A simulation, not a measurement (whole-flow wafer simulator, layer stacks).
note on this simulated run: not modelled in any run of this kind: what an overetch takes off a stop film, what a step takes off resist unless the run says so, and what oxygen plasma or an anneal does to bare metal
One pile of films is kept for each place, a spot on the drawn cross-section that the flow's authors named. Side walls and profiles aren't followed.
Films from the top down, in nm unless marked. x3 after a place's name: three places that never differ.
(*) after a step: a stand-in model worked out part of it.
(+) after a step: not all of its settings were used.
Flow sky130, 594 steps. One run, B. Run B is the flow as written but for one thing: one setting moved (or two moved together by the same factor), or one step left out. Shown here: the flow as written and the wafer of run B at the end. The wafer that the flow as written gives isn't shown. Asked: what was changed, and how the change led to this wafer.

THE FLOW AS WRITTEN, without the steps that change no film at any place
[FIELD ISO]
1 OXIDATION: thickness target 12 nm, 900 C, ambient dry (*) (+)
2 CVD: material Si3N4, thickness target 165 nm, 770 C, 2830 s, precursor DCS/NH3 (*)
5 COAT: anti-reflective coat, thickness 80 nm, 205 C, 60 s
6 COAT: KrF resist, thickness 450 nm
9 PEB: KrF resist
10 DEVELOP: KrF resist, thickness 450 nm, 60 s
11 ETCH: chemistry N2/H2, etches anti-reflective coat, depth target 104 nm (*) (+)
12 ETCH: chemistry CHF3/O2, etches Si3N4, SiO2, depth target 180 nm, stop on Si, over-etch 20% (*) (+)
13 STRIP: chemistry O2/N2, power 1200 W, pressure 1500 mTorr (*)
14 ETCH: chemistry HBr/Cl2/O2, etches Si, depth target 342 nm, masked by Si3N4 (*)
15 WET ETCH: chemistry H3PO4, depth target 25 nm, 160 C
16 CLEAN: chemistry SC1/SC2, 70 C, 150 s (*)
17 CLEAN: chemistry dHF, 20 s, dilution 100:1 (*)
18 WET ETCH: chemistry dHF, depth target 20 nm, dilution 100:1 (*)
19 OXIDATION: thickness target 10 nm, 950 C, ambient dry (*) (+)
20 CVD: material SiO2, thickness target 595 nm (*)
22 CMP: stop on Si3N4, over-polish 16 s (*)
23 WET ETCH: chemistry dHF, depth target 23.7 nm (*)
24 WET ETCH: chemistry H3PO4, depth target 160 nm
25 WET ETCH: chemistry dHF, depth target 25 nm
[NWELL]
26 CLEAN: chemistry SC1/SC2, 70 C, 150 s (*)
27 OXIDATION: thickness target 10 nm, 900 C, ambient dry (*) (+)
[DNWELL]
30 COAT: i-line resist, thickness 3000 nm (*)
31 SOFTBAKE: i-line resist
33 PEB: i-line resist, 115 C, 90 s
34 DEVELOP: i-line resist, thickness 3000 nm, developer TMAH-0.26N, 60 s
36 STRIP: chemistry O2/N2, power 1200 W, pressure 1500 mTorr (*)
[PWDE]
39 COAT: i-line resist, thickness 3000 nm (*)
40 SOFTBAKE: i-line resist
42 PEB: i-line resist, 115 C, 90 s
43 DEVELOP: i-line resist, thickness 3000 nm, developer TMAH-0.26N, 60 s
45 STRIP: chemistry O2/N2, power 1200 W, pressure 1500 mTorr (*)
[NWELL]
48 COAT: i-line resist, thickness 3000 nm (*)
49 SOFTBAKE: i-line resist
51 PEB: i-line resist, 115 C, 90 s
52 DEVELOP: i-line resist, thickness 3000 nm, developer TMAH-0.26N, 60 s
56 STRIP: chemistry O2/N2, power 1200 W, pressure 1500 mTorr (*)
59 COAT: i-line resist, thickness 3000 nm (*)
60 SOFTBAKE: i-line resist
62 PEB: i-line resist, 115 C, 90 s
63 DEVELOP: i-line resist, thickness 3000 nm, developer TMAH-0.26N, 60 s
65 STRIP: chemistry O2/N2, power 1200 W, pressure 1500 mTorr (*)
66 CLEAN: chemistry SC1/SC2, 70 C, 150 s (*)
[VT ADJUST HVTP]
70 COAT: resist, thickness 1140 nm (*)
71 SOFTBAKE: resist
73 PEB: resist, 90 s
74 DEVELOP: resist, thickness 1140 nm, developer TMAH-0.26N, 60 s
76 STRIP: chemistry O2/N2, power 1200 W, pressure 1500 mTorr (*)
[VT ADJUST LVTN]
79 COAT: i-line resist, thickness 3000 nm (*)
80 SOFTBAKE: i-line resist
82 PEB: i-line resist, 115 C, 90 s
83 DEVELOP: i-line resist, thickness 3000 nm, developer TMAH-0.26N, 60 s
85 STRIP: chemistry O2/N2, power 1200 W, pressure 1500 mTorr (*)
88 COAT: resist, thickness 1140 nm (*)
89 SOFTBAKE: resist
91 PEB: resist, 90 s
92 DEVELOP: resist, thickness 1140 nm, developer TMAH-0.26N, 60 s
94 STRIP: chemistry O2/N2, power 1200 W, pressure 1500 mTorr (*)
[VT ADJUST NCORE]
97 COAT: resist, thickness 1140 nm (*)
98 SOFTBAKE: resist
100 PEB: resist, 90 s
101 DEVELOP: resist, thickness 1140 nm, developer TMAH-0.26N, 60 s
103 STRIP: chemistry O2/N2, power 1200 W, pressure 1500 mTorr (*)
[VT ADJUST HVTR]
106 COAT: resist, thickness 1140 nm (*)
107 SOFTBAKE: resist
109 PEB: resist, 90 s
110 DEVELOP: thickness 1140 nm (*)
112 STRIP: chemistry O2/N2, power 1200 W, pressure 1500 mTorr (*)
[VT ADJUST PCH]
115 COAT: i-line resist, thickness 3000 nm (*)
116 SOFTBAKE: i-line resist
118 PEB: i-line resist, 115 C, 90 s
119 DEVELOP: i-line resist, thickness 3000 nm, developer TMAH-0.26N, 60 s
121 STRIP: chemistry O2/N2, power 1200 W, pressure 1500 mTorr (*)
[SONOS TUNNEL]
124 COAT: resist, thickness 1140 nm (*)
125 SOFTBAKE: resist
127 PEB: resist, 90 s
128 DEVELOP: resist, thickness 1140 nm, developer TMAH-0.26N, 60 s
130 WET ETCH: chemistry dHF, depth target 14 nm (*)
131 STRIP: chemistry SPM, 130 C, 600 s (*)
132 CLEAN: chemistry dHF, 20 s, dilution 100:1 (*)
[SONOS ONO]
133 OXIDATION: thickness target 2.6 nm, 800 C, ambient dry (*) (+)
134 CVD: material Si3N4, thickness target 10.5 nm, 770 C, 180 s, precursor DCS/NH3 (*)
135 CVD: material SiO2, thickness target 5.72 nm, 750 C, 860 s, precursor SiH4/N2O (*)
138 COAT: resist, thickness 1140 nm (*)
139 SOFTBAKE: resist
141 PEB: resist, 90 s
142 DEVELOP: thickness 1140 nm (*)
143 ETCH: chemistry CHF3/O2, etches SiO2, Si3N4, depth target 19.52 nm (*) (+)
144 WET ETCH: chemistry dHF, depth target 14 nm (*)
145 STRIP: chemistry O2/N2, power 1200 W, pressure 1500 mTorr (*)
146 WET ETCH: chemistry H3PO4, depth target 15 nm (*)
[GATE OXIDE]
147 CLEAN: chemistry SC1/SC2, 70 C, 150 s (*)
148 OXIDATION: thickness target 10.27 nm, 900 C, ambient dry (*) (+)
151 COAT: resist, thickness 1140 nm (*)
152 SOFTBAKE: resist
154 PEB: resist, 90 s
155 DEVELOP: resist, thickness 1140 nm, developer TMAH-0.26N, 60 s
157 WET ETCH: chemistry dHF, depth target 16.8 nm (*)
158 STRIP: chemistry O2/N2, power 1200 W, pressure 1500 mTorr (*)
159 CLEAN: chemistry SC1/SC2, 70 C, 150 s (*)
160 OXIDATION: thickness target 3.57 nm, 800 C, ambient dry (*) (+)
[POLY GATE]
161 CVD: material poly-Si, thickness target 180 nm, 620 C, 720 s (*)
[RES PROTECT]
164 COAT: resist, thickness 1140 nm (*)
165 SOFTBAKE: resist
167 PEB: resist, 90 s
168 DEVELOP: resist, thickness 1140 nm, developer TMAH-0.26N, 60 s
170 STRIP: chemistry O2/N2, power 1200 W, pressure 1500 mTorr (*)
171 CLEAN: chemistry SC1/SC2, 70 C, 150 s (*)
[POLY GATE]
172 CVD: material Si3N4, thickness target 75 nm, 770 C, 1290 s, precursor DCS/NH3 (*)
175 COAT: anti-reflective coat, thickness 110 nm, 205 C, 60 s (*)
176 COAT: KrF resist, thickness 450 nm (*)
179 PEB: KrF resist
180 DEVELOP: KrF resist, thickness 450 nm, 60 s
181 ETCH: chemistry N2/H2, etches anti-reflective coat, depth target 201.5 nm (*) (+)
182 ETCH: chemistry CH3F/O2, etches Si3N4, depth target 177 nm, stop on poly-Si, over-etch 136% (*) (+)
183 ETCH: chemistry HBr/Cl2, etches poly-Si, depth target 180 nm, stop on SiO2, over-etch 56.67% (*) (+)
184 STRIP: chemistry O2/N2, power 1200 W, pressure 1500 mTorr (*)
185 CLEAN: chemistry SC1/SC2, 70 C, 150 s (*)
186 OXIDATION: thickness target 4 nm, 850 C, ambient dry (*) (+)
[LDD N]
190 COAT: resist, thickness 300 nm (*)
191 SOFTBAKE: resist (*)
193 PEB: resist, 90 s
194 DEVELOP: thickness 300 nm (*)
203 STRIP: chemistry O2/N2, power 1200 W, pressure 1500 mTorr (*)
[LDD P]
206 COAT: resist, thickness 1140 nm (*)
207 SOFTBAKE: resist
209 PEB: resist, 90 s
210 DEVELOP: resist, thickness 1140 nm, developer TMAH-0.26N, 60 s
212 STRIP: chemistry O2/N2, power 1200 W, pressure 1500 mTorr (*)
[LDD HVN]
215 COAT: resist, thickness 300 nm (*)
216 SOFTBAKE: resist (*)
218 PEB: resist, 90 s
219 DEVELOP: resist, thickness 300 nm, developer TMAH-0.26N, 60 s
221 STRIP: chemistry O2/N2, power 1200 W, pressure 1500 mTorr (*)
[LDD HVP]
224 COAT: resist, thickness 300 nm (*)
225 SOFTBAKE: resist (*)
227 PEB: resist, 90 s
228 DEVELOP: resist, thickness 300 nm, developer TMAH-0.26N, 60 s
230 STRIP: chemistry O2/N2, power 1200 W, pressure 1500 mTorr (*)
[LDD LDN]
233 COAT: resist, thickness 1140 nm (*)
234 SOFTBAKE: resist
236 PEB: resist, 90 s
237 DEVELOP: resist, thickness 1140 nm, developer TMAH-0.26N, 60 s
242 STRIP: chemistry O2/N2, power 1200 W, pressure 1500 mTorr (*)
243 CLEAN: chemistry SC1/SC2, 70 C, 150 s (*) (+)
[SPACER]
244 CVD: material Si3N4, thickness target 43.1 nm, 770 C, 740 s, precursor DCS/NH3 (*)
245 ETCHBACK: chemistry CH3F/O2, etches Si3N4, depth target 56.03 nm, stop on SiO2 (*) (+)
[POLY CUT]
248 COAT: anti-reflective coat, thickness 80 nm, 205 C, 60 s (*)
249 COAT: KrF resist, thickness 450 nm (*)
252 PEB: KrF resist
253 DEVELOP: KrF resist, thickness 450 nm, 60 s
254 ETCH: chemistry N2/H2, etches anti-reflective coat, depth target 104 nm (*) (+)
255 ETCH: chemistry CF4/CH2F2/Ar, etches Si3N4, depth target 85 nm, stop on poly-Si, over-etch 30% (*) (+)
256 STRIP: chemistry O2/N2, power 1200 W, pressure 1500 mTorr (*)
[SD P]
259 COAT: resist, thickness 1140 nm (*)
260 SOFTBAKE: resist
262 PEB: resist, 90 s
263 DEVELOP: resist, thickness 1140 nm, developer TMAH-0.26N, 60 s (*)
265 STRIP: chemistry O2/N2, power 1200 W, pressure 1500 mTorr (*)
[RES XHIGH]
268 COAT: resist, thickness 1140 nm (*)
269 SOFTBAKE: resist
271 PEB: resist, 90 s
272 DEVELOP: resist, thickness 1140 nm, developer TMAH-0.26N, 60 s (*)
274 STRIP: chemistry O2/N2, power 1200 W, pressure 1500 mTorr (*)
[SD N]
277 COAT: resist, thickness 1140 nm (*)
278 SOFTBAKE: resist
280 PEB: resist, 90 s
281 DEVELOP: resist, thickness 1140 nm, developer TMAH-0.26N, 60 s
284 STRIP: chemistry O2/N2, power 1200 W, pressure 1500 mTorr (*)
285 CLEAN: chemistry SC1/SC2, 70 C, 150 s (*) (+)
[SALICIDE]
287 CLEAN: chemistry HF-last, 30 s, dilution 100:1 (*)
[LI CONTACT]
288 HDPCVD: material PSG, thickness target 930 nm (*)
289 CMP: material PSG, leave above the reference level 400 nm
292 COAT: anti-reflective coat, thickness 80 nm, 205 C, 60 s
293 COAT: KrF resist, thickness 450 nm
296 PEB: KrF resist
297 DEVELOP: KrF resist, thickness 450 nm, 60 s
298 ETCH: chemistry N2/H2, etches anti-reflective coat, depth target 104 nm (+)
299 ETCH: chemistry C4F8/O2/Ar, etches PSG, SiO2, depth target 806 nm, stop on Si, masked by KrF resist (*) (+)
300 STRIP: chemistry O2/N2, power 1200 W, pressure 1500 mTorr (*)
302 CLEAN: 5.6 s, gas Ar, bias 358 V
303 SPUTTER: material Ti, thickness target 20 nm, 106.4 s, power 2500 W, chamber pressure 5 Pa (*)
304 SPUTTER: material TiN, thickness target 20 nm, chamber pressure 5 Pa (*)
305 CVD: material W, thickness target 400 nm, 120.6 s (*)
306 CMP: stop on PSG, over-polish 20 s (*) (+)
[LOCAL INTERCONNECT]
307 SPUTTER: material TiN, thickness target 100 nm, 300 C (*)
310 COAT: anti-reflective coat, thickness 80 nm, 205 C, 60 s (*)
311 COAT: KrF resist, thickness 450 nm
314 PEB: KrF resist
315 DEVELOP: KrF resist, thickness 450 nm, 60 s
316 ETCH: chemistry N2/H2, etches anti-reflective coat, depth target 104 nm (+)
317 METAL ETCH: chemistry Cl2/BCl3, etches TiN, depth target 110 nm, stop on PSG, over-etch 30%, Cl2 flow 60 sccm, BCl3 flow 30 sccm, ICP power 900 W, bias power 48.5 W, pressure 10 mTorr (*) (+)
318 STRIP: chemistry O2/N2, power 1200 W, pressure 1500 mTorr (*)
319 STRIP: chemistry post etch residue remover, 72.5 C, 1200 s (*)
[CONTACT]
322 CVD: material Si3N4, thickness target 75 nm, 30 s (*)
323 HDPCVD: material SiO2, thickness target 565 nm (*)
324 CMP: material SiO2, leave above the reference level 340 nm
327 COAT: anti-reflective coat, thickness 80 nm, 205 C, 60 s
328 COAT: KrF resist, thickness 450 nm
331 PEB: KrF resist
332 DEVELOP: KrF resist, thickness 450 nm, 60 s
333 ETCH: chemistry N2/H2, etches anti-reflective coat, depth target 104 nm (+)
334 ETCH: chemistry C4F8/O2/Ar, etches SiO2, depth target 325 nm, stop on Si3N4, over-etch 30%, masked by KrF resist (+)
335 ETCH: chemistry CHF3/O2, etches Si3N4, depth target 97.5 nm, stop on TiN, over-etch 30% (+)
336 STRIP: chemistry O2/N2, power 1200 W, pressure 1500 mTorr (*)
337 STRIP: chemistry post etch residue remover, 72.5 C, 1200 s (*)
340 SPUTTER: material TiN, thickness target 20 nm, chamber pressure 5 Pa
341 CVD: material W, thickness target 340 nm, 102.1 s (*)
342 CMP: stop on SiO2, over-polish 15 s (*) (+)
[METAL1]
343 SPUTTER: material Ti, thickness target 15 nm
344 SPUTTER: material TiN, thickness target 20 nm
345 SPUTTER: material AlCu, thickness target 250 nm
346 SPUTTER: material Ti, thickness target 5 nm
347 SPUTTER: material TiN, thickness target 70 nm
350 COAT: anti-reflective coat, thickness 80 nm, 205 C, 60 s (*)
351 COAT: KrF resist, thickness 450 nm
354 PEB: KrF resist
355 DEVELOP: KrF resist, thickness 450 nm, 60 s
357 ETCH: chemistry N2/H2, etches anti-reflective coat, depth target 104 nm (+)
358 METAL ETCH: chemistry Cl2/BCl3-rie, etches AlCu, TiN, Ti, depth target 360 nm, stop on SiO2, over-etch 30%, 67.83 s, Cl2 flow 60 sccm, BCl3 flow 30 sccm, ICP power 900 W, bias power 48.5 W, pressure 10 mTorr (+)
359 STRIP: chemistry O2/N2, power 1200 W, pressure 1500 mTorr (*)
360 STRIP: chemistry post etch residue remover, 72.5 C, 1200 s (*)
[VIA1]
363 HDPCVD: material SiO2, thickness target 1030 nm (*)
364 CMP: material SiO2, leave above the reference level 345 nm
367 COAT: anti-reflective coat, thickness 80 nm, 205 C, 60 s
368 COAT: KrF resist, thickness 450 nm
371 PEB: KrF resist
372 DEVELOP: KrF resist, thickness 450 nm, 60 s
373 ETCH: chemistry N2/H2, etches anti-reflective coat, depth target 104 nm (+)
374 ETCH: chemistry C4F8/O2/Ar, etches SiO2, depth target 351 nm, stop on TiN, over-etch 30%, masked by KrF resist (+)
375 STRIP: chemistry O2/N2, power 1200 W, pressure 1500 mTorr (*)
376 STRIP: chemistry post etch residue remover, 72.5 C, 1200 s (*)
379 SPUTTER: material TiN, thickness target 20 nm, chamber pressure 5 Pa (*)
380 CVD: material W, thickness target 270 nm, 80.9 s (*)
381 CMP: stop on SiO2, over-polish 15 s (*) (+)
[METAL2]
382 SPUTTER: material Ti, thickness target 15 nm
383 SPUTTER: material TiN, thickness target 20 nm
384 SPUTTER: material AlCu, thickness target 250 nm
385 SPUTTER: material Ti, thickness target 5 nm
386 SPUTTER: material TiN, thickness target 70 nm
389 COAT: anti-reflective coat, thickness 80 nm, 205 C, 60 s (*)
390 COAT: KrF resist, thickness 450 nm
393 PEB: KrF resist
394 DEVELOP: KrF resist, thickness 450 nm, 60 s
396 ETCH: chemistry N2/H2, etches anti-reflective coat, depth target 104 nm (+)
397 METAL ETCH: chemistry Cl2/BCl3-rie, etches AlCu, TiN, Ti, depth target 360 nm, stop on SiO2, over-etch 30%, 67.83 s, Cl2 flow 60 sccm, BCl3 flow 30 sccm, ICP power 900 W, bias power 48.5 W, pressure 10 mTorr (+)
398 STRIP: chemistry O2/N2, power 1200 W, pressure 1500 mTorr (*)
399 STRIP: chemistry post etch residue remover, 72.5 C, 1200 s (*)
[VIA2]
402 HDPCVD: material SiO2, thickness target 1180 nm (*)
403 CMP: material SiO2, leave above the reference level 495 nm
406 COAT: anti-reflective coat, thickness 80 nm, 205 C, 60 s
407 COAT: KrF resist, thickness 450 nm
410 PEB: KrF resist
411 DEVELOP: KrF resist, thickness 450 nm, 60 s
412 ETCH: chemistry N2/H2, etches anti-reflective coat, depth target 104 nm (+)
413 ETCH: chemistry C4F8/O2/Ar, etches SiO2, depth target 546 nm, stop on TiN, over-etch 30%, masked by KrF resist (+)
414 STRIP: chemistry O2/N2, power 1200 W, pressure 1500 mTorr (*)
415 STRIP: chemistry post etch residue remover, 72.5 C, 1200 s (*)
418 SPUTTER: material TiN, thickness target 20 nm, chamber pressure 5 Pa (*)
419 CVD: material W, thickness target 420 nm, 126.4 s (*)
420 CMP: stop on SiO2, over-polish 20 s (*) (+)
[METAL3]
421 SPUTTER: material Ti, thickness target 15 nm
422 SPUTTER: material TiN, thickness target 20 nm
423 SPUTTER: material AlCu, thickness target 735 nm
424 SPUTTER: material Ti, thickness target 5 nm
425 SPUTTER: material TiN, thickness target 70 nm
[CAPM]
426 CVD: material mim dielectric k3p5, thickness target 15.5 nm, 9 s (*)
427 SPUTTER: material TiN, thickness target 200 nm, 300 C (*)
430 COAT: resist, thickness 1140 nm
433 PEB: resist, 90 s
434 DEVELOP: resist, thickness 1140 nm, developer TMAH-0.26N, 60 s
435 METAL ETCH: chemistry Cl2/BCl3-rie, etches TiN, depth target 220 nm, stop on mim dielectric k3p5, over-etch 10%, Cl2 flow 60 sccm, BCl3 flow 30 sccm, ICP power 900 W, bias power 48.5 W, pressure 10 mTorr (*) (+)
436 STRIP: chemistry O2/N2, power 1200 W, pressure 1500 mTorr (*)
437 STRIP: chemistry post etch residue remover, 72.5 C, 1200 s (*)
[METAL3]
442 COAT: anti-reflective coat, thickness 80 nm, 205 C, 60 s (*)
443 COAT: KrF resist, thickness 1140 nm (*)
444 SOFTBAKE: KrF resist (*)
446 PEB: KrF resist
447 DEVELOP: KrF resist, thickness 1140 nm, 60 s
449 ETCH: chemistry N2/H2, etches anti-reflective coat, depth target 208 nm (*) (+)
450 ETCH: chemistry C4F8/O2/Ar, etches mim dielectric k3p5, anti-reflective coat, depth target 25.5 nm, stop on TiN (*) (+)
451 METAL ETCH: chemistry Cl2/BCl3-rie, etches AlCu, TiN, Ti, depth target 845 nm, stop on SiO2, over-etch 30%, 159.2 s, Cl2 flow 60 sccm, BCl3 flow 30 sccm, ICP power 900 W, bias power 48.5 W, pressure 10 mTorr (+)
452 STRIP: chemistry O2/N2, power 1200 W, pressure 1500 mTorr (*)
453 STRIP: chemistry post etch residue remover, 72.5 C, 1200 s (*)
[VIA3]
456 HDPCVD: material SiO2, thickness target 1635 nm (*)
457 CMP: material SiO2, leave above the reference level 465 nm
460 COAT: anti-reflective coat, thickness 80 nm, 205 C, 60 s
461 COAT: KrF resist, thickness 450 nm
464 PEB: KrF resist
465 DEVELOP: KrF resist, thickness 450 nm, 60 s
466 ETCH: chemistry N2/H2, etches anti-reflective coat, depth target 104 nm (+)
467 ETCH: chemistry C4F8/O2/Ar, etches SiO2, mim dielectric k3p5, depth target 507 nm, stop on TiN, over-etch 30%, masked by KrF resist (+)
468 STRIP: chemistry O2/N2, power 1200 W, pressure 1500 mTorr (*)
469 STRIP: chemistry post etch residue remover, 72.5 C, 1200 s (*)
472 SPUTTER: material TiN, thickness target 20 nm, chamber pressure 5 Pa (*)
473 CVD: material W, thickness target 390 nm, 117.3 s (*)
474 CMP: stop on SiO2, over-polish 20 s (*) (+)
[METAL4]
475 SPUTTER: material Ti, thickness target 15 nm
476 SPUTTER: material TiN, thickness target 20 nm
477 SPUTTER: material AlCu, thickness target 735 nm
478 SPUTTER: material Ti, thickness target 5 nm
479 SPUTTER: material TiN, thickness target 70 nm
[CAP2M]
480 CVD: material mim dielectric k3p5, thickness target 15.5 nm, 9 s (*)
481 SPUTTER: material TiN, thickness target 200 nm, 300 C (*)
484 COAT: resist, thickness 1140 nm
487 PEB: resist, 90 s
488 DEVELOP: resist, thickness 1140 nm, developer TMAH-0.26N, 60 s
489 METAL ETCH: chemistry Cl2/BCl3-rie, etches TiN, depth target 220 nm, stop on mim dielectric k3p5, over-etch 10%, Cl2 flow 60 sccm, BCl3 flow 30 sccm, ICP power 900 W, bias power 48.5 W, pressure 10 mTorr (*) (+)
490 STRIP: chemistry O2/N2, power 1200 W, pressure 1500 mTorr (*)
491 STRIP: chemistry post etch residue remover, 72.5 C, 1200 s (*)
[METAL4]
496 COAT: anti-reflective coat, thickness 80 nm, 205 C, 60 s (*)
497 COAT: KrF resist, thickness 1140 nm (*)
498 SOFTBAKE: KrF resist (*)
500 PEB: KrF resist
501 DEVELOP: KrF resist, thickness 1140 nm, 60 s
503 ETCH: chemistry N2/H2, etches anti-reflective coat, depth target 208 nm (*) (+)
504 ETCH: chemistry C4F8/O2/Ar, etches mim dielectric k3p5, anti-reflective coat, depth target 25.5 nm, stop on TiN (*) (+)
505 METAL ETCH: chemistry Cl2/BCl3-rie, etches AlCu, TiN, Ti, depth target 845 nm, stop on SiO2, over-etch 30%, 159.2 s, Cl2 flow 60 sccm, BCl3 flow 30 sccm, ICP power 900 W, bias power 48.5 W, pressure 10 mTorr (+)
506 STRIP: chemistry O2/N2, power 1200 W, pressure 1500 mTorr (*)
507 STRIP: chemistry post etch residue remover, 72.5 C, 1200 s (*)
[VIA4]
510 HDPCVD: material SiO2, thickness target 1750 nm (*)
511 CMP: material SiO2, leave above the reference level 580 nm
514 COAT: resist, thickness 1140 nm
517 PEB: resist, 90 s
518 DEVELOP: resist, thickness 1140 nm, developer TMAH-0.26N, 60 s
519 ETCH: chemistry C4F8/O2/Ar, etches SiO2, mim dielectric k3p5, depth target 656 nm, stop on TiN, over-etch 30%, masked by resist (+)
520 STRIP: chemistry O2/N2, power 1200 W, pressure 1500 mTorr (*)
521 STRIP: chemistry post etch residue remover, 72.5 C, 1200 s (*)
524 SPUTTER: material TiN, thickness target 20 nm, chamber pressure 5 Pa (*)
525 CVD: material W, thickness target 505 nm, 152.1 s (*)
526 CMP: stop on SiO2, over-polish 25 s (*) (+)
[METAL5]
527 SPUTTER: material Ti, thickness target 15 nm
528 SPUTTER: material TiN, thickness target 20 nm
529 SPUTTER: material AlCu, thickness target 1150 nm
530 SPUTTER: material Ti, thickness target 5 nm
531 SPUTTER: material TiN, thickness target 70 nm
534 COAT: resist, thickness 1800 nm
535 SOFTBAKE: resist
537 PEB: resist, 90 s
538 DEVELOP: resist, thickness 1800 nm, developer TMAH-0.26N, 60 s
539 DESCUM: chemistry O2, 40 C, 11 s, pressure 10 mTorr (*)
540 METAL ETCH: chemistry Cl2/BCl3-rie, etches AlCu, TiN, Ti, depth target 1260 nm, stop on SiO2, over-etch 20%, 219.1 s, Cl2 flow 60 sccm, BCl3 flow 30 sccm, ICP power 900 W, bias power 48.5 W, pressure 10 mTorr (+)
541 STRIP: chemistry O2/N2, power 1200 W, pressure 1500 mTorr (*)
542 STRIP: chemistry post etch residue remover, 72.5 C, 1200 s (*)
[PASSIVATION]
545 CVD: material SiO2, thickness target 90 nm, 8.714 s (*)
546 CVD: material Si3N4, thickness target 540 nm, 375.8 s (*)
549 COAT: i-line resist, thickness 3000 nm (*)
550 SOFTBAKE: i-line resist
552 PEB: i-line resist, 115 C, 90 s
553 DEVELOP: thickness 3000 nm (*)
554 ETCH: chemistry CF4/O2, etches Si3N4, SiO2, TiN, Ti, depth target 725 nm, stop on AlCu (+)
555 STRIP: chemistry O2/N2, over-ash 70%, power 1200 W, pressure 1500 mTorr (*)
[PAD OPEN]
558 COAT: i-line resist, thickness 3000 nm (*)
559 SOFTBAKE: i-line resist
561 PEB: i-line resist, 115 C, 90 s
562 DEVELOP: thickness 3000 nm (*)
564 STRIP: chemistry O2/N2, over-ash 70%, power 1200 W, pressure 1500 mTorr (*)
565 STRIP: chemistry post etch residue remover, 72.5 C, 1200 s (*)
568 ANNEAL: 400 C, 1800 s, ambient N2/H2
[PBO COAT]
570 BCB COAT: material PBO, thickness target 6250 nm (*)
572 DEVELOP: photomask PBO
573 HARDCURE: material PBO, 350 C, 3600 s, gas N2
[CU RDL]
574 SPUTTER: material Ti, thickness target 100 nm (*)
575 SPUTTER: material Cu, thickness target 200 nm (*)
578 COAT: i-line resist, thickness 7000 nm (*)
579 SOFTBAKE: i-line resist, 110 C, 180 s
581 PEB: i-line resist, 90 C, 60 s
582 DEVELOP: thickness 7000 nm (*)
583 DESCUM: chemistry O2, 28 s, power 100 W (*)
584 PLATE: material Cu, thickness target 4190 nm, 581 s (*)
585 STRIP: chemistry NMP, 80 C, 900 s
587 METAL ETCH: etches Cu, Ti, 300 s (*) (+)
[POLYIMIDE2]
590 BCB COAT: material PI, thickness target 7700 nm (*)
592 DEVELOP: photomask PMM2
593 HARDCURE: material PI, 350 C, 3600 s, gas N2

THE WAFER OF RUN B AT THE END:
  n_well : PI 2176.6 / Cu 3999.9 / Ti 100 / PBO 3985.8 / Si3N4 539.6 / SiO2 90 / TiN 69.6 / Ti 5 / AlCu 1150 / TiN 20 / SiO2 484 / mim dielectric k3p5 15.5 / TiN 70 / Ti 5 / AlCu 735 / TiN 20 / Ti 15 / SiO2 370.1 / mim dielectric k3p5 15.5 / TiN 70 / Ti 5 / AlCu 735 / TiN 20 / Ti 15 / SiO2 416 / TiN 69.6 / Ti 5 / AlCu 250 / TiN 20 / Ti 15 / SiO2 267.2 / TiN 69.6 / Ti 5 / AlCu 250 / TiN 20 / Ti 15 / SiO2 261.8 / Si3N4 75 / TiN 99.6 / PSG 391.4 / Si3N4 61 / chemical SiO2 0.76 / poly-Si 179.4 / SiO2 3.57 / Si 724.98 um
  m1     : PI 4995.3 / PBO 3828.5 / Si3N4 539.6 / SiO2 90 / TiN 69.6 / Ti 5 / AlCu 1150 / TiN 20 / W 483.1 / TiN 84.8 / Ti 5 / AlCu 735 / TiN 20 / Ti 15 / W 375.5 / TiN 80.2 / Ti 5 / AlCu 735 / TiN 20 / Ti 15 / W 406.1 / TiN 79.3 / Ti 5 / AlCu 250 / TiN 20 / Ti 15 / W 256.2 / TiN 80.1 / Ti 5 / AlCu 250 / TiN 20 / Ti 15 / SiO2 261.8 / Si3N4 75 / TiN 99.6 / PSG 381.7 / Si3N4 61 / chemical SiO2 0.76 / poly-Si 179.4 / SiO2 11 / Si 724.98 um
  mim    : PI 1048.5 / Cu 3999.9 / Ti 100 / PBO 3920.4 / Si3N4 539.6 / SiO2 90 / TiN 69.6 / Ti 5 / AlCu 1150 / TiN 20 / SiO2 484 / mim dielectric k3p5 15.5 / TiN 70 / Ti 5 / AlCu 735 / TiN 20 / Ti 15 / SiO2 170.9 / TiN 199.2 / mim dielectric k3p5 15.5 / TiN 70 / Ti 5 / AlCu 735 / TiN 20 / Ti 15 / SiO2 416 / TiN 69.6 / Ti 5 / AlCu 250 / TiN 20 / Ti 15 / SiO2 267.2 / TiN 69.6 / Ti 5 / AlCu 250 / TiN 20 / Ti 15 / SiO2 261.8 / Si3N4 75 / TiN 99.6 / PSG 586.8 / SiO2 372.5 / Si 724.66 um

The cause: step 527, SPUTTER: material Ti, thickness target 15 nm, was left out.

How the change led to this, step by step:
  540 METAL ETCH: chemistry Cl2/BCl3-rie, etches AlCu, TiN, Ti, depth target 1260 nm, stop on SiO2, over-etch 20%, 219.1 s, Cl2 flow 60 sccm, BCl3 flow 30 sccm, ICP power 900 W, bias power 48.5 W, pressure 10 mTorr (+)
      field, active, gate and 175 more: TiN -70 (all of it), Ti -5 (all of it), AlCu -1150 (all of it), TiN -20 (all of it), SiO2 -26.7 (as written it would be: TiN -70 (all of it), Ti -5 (all of it), AlCu -1150 (all of it), TiN -20 (all of it), Ti -15 (all of it), SiO2 -25.2)
  552 PEB: i-line resist, 115 C, 90 s
      iso_guard__w2: i-line resist -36 (as written it would be: i-line resist -36.8)
  561 PEB: i-line resist, 115 C, 90 s
      iso_guard__w2: i-line resist -36 (as written it would be: i-line resist -36.8)
  578 COAT: i-line resist, thickness 7000 nm (*)
      pad: i-line resist +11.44 um (new film) (as written it would be: i-line resist +11.43 um (new film))
  582 DEVELOP: thickness 7000 nm (*)
      pad: i-line resist -11.44 um (all of it) (as written it would be: i-line resist -11.43 um (all of it))
